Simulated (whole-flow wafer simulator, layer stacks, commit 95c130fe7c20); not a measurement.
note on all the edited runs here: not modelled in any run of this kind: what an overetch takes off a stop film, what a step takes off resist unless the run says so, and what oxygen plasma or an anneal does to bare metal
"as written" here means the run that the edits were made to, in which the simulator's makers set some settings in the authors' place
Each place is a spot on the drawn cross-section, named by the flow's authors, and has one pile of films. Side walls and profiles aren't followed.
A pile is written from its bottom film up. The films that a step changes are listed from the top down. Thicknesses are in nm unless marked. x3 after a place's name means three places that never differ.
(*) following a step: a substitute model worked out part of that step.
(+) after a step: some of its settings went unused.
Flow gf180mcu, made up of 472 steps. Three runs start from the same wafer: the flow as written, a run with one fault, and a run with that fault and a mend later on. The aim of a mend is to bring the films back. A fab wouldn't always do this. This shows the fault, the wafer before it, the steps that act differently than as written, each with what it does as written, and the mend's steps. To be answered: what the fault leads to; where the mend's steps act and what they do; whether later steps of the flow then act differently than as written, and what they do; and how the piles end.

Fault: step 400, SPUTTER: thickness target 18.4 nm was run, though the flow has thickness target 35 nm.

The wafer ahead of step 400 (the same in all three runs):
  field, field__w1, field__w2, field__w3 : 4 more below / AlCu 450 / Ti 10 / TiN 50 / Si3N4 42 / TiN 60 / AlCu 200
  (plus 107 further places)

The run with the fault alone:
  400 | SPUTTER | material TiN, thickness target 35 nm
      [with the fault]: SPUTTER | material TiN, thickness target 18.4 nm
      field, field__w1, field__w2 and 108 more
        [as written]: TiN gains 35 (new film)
        [with the fault]: TiN gains 18.4 (new film)
  Steps further on in the flow that do not act as written (7 more steps, not shown, differ only slightly: by at most 2% or 0.5 nm, whichever is larger):
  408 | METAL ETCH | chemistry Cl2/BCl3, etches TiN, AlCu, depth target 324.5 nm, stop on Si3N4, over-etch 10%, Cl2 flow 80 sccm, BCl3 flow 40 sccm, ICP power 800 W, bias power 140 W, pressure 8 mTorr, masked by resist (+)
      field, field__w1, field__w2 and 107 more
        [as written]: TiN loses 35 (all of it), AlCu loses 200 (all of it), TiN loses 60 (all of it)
        [with the fault]: TiN loses 18.4 (all of it), AlCu loses 200 (all of it), TiN loses 60 (all of it)
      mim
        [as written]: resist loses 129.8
        [with the fault]: resist loses 122.5
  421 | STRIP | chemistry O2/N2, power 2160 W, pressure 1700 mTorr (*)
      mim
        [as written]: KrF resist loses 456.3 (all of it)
        [with the fault]: KrF resist loses 468.8 (all of it)
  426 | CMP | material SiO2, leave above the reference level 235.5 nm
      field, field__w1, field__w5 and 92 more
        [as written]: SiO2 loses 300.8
        [with the fault]: SiO2 loses 317.4
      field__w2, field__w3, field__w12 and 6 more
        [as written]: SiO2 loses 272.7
        [with the fault]: SiO2 loses 289.3
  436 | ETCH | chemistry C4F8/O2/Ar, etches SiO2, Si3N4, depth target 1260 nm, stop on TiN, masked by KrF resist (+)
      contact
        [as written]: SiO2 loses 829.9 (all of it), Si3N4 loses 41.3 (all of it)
        [with the fault]: SiO2 loses 813.3 (all of it), Si3N4 loses 41.3 (all of it)
  By the end, the piles at field__w8, m1, m1__w1, mim, m1_nw depart from the flow's by more than 2% or 0.5 nm, whichever is larger.
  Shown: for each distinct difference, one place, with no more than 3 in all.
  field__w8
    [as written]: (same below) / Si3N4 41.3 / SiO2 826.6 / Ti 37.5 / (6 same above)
    [with the fault]: (same below) / Si3N4 41.3 / SiO2 810 / Ti 37.5 / (6 same above)
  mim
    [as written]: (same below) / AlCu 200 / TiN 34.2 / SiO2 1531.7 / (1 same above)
    [with the fault]: (same below) / AlCu 200 / TiN 17.6 / SiO2 1531.7 / (1 same above)

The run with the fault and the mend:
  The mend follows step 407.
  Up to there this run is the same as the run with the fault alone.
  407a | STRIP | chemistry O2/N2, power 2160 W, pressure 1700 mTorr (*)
      mim
        resist loses 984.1 (all of it)
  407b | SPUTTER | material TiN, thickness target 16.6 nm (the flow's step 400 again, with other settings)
      field, field__w1, field__w2 and 108 more
        TiN gains 16.6
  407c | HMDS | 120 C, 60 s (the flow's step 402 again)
      does not change any film at any place that is followed
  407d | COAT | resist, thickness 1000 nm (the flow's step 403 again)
      field, field__w1, field__w2 and 108 more
        resist gains 1000 (new film)
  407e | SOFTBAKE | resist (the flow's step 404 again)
      does not change any film at any place that is followed
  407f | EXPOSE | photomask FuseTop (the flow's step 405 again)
      does not change any film at any place that is followed
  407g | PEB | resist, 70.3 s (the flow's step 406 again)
      field, field__w1, field__w2 and 108 more
        resist loses 15.9
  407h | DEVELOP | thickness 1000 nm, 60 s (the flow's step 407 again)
      field, field__w1, field__w2 and 107 more
        resist loses 984.1 (all of it)
  Later steps of the flow that are run all act as written at every place that is followed.
  The piles end the same as the flow's at every place that both follow.
